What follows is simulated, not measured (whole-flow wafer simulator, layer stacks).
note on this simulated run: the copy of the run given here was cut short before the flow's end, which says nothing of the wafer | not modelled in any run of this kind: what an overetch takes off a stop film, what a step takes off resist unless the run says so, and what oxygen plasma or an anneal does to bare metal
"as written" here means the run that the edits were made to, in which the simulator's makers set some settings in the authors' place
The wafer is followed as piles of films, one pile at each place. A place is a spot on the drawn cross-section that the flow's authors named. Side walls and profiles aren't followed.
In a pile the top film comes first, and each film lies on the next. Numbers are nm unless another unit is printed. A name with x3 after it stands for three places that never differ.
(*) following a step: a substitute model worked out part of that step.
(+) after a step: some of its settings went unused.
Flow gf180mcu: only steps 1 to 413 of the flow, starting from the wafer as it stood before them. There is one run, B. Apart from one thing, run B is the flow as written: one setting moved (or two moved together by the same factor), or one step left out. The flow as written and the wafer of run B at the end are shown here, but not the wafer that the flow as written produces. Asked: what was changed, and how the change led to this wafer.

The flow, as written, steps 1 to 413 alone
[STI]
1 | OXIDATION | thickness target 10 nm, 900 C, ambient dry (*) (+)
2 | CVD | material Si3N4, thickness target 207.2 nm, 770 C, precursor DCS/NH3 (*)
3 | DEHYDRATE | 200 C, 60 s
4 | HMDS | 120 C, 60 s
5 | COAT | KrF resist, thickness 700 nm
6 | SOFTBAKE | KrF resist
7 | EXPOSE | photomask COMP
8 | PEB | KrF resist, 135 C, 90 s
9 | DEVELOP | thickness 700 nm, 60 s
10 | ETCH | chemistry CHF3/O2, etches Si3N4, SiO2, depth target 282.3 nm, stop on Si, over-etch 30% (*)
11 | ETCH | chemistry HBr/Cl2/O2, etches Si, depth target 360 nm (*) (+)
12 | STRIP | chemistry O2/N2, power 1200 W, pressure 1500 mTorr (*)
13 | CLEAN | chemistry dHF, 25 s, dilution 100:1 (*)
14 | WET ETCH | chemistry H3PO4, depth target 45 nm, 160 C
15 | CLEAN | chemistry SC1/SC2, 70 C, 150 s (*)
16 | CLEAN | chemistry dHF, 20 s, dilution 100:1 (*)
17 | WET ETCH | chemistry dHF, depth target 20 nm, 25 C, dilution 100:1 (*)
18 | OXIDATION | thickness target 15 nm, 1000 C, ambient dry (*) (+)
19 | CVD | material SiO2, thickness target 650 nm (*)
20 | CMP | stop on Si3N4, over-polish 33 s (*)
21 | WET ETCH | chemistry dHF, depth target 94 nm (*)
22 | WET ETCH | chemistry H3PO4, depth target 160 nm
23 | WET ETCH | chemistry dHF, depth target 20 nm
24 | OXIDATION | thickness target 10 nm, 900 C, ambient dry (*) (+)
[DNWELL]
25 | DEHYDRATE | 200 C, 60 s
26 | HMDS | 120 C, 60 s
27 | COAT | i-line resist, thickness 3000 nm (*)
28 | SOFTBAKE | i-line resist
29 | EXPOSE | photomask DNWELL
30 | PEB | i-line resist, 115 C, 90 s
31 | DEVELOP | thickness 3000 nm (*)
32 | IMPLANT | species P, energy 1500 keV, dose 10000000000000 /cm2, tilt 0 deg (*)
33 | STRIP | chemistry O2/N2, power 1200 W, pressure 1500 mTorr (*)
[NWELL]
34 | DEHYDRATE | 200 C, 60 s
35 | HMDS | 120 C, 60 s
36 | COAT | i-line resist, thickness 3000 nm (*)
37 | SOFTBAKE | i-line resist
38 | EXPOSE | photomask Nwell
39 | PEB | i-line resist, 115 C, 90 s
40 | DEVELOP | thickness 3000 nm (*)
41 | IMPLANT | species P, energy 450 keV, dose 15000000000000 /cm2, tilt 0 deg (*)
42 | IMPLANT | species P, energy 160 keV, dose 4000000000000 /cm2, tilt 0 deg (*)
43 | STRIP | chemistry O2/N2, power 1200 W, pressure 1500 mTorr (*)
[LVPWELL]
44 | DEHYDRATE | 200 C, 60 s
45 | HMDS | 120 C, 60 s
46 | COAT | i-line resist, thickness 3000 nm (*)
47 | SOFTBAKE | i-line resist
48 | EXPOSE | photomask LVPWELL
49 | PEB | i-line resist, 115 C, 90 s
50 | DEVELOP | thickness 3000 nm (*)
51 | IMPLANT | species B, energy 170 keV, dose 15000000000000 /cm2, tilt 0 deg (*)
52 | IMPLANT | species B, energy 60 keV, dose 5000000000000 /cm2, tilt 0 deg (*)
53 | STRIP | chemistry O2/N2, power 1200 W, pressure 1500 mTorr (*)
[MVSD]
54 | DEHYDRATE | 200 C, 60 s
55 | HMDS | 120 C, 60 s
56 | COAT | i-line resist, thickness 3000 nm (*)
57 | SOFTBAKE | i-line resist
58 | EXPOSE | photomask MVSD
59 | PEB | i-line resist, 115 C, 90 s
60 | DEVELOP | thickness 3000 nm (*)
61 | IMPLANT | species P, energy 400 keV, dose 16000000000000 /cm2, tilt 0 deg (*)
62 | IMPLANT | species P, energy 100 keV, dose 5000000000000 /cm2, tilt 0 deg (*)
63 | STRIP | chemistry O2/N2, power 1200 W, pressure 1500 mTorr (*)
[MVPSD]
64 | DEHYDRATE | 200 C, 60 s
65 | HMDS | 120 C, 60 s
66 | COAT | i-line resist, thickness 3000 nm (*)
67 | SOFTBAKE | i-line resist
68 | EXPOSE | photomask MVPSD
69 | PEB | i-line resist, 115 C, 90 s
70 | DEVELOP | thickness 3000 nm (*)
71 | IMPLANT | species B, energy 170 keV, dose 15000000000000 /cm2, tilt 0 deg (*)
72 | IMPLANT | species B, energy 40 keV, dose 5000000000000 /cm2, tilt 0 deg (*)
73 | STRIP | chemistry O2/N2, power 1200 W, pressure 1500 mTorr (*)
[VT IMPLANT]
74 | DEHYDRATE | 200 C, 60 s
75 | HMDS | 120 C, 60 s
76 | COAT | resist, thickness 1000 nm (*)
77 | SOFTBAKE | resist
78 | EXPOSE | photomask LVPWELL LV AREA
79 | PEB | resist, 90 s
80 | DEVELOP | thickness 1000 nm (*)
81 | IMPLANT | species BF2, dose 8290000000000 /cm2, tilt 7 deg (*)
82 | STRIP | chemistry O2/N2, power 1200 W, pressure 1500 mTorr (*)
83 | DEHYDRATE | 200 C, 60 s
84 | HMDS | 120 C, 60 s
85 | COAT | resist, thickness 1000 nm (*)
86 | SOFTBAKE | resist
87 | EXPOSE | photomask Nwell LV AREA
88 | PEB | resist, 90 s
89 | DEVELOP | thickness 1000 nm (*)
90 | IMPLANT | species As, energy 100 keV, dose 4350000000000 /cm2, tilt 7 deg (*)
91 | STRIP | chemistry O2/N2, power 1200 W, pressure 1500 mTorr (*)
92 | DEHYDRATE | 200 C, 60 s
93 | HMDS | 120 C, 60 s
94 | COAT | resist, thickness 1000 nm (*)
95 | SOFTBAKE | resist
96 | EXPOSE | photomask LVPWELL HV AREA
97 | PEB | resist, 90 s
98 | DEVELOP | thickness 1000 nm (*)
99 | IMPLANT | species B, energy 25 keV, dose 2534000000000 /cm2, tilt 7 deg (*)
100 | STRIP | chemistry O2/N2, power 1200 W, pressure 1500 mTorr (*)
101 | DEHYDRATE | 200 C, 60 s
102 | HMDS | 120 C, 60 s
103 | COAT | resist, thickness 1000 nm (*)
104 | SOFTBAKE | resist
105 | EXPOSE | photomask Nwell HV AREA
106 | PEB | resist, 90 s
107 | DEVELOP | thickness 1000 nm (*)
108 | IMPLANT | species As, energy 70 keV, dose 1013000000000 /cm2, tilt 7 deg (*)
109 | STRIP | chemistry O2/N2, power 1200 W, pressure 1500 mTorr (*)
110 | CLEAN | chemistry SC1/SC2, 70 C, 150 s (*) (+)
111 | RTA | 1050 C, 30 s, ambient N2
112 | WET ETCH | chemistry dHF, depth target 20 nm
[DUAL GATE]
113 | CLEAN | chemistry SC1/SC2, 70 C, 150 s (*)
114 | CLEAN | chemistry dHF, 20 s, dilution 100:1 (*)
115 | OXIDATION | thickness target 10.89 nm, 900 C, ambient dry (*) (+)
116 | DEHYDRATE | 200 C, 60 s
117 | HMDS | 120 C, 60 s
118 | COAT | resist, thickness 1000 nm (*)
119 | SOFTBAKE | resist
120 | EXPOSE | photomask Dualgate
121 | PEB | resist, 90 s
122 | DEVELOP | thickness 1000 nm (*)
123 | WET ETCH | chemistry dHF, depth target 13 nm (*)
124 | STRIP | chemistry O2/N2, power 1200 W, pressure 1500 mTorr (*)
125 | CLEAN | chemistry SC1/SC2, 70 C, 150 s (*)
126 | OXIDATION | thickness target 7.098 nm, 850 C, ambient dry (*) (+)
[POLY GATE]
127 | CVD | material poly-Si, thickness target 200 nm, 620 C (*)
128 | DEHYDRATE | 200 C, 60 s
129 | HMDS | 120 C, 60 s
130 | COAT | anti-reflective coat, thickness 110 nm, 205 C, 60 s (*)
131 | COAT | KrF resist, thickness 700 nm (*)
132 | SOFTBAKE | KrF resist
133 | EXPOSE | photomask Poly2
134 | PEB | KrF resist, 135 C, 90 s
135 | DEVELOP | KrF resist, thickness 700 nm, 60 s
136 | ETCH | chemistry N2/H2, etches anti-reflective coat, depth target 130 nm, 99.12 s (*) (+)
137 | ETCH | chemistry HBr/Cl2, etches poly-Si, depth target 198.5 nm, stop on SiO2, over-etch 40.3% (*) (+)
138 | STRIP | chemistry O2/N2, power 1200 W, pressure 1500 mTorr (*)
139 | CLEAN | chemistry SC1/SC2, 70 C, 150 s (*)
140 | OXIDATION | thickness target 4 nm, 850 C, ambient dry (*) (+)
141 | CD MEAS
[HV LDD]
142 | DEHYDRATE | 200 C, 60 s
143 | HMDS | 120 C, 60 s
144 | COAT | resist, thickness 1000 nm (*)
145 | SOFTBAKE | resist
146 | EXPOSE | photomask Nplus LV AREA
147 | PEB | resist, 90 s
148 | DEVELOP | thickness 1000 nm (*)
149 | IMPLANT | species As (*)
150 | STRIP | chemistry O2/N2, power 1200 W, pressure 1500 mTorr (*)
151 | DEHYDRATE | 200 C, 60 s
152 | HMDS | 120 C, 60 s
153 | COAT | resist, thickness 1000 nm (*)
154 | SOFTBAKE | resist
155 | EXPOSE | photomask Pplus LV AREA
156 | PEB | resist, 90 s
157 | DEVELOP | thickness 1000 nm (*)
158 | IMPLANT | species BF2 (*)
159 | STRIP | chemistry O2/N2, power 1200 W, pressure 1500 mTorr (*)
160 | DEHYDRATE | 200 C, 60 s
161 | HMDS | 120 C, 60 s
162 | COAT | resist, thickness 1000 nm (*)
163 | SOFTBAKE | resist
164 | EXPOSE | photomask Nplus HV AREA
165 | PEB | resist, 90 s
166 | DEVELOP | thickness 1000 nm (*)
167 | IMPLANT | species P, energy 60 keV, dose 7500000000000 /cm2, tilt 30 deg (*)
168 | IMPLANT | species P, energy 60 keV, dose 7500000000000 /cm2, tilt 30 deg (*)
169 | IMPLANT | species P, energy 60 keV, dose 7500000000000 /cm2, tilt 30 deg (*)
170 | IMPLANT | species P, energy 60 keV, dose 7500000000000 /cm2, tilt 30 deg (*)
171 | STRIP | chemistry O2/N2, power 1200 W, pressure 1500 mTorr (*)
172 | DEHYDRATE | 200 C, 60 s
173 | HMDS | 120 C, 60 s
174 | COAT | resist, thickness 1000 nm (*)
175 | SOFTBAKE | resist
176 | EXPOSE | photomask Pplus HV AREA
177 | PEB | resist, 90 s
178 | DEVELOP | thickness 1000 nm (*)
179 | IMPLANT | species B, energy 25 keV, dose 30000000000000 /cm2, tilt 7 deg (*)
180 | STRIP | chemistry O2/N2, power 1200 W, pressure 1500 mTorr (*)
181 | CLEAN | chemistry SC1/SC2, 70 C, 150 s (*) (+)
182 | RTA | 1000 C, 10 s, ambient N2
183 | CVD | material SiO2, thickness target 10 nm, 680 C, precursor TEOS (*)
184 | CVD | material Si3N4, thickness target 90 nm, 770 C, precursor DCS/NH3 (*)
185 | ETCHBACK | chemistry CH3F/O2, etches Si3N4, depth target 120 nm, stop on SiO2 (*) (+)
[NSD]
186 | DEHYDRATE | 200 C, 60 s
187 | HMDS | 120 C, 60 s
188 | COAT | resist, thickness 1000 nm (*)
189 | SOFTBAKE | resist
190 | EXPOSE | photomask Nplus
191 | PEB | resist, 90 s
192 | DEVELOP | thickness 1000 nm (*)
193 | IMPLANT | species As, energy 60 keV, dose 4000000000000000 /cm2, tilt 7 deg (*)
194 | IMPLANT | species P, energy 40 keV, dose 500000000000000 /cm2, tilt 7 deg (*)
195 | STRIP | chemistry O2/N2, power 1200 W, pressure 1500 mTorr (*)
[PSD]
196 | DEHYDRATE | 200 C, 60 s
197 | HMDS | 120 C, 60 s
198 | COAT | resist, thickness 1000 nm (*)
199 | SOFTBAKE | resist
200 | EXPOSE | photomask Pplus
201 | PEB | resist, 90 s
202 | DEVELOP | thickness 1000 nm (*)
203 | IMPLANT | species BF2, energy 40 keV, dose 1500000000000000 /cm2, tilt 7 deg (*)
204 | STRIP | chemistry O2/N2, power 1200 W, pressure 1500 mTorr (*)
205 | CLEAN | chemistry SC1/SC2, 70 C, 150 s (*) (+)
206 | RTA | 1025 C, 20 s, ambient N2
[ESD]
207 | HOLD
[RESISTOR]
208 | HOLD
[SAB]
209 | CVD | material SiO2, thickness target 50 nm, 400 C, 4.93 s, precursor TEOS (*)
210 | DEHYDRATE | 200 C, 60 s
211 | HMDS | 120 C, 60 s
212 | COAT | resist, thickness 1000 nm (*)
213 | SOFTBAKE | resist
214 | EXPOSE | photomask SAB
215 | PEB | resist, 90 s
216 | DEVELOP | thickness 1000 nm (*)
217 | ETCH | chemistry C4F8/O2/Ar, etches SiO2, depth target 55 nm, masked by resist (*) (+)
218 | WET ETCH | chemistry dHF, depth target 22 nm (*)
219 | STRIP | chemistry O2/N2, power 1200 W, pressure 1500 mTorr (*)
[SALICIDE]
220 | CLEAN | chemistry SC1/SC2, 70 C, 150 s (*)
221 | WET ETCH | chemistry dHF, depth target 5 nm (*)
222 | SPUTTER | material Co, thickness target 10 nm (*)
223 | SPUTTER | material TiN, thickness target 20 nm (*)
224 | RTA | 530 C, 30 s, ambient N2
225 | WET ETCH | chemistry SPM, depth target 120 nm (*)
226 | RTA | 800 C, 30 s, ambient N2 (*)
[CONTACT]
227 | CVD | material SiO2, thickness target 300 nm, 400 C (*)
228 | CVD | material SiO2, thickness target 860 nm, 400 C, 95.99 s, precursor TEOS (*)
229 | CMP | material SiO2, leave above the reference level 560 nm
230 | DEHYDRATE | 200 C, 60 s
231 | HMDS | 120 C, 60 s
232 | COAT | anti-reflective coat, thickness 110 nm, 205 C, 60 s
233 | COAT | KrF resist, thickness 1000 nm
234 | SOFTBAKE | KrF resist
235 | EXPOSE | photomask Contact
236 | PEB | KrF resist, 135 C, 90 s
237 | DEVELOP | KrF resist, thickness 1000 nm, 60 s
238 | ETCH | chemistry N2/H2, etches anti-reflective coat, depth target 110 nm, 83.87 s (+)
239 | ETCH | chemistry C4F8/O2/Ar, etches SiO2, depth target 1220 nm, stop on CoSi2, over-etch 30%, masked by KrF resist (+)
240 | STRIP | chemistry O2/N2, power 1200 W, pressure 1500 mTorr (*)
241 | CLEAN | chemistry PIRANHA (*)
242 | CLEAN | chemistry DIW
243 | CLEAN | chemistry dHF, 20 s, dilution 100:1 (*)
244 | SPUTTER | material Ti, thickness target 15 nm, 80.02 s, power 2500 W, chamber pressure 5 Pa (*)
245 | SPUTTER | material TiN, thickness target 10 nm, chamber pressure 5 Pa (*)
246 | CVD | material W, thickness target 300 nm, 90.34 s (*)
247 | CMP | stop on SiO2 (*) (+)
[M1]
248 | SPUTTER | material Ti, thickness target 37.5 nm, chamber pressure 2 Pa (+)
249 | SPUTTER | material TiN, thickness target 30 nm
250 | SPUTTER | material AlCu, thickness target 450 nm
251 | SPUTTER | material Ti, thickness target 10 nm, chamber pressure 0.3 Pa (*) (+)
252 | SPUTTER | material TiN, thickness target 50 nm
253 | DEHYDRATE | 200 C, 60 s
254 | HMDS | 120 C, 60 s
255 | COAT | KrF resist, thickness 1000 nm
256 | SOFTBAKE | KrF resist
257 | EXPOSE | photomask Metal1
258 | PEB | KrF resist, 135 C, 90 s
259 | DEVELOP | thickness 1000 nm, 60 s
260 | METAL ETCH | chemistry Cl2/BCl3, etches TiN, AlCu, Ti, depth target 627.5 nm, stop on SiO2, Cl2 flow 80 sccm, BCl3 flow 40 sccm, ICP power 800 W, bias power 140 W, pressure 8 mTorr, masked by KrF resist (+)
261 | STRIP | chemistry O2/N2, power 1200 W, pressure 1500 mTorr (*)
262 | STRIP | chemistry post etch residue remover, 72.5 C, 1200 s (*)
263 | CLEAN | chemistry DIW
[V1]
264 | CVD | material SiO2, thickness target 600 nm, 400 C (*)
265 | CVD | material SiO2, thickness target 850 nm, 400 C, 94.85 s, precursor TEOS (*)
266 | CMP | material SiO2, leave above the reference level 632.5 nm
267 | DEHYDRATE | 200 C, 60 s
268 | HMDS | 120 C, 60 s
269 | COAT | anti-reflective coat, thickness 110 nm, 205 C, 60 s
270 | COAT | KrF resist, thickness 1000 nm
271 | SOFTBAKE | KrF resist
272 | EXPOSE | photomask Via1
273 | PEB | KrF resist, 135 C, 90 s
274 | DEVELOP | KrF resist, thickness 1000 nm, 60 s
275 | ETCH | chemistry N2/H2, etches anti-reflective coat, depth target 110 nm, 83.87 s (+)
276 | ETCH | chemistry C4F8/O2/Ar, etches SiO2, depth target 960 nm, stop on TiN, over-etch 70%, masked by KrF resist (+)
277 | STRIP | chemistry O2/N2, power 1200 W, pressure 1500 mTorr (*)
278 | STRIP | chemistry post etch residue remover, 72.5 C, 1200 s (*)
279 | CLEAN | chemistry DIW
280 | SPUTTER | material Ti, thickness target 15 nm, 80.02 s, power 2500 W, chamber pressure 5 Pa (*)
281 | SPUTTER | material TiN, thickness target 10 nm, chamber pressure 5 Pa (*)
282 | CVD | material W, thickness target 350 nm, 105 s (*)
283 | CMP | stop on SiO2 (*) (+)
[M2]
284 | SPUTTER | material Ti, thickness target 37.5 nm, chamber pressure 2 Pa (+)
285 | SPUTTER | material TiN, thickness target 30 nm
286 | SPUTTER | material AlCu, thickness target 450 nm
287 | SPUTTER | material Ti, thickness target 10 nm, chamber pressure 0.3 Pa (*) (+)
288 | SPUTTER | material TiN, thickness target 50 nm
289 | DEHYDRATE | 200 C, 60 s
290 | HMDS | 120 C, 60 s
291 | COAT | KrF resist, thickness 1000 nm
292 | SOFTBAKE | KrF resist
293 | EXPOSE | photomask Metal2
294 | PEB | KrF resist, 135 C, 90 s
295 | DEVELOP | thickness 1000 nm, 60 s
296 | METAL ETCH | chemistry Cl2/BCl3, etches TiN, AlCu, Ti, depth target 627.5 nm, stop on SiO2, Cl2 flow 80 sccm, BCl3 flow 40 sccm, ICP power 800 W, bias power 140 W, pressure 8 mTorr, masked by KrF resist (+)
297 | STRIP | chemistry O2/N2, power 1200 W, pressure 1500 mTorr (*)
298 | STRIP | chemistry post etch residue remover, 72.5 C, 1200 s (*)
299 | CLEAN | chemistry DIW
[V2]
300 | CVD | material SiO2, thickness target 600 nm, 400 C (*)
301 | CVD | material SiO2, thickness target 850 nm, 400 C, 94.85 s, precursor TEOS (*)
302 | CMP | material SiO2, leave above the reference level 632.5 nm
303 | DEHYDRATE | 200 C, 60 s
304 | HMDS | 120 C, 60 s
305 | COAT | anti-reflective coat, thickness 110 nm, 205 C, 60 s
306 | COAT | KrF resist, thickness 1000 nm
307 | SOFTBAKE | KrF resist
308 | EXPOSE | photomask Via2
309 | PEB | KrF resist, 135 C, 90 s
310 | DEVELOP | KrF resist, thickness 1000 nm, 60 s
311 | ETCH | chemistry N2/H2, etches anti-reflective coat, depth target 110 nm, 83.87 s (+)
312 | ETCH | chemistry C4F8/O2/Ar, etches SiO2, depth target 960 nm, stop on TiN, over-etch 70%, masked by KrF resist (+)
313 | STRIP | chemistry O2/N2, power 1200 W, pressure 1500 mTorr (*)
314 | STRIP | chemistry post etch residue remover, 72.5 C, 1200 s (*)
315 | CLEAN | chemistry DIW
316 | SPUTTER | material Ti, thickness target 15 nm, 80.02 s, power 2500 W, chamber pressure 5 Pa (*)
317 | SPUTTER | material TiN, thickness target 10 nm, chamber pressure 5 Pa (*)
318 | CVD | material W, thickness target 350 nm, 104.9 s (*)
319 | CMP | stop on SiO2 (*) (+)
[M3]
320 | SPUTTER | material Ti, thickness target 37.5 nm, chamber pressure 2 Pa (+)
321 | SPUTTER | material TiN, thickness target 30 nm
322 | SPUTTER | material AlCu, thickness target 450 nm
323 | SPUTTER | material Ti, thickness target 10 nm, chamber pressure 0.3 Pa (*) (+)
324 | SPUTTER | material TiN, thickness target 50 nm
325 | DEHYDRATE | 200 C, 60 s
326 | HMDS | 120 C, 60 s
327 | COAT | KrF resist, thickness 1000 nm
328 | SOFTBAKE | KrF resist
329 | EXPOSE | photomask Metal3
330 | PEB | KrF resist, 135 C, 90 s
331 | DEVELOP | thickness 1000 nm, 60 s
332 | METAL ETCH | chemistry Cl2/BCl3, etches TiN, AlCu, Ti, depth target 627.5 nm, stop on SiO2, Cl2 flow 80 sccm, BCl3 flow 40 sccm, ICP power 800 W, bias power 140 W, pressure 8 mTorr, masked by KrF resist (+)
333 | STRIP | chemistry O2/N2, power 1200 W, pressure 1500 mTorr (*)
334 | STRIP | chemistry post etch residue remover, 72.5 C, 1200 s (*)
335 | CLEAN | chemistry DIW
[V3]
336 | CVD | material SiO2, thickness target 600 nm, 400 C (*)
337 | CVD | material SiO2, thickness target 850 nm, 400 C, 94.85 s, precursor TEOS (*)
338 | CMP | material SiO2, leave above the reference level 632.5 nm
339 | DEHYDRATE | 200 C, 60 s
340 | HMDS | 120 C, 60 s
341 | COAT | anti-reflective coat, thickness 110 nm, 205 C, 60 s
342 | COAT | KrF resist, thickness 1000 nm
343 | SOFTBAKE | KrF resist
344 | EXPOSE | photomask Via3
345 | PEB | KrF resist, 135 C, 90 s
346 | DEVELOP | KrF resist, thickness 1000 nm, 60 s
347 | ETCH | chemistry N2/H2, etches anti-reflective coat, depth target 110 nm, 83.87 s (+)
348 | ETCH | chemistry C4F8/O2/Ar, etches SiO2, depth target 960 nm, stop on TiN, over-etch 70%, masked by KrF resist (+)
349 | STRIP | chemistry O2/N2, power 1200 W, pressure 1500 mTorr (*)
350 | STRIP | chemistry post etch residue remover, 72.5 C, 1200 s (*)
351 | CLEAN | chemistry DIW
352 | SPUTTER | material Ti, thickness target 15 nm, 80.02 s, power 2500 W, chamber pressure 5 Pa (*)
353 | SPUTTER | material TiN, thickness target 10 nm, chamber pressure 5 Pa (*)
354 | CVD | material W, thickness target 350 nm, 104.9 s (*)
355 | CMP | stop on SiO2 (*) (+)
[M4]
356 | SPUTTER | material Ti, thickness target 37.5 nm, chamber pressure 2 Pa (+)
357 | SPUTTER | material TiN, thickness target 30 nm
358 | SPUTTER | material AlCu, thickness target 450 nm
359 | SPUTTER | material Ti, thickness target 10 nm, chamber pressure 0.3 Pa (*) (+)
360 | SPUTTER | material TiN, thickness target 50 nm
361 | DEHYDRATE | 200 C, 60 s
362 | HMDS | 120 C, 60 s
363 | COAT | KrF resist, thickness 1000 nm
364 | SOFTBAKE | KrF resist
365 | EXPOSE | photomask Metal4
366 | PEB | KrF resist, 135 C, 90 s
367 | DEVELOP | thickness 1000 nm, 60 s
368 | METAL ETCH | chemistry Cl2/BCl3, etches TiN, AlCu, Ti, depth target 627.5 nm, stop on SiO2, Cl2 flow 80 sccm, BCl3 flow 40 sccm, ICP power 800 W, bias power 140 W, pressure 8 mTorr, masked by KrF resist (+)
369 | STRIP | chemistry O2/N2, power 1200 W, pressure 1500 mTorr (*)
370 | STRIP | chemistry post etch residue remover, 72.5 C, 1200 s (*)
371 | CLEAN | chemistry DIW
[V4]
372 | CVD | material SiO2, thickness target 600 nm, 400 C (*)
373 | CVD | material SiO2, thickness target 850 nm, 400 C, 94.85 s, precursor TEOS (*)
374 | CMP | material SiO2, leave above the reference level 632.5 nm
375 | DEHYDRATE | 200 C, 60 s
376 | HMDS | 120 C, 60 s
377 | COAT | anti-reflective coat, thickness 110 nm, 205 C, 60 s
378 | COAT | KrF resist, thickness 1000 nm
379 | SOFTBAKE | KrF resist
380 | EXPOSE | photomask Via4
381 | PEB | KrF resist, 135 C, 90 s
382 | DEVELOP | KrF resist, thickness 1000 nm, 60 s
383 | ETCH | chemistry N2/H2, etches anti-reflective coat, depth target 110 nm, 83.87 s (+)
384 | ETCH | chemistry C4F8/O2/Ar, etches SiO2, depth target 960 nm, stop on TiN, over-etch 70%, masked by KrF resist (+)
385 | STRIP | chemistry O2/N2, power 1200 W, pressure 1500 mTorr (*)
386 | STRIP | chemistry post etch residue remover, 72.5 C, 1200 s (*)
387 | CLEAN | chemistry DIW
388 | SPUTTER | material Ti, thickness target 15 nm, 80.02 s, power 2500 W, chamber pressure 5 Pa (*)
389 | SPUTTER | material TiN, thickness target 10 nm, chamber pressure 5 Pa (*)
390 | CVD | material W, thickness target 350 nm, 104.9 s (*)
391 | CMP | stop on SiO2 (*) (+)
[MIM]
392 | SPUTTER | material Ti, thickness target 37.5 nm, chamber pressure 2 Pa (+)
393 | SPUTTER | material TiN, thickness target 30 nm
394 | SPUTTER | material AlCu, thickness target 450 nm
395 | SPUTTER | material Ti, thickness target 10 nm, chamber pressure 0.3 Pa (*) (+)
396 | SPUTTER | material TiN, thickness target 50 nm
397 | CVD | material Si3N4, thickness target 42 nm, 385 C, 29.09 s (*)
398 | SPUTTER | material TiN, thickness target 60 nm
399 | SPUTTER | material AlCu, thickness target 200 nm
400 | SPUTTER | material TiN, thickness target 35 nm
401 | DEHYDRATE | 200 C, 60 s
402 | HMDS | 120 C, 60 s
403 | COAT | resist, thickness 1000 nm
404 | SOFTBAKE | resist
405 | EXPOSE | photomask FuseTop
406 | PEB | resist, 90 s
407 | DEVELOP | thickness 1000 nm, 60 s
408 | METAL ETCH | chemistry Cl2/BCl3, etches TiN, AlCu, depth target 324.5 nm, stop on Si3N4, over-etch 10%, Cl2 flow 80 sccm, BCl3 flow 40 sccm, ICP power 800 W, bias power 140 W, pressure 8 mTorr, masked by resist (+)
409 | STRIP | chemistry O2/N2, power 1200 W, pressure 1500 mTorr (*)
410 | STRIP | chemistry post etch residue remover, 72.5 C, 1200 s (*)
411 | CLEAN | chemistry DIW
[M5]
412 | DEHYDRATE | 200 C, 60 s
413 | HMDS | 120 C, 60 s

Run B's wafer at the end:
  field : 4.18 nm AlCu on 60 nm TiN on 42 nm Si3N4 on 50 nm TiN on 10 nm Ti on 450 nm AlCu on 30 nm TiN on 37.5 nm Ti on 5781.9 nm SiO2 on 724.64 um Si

The reason: step 408, METAL ETCH: depth target 225.1 nm was run, whereas the flow has depth target 324.5 nm.

The path from the change to this, step by step:
  408 | METAL ETCH | chemistry Cl2/BCl3, etches TiN, AlCu, depth target 324.5 nm, stop on Si3N4, over-etch 10%, Cl2 flow 80 sccm, BCl3 flow 40 sccm, ICP power 800 W, bias power 140 W, pressure 8 mTorr, masked by resist (+)
      field, field__w1, field__w2 and 107 more: -35 TiN (all of it), -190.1 AlCu (as written it would have been: -35 TiN (all of it), -200 AlCu (all of it), -60 TiN (all of it))
      mim: -90 resist (as written it would have been: -129.8 resist)
  409 | STRIP | chemistry O2/N2, power 1200 W, pressure 1500 mTorr (*)
      mim: -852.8 resist (all of it) (as written it would have been: -813 resist (all of it))
  410 | STRIP | chemistry post etch residue remover, 72.5 C, 1200 s (*)
      field, field__w1, field__w2 and 107 more: -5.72 AlCu (as written it would have been: -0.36 Si3N4)
If metal films that touch count as one body, field has 2 bodies (between them, from the top down: Si3N4 42); the flow as written gives 1 body.
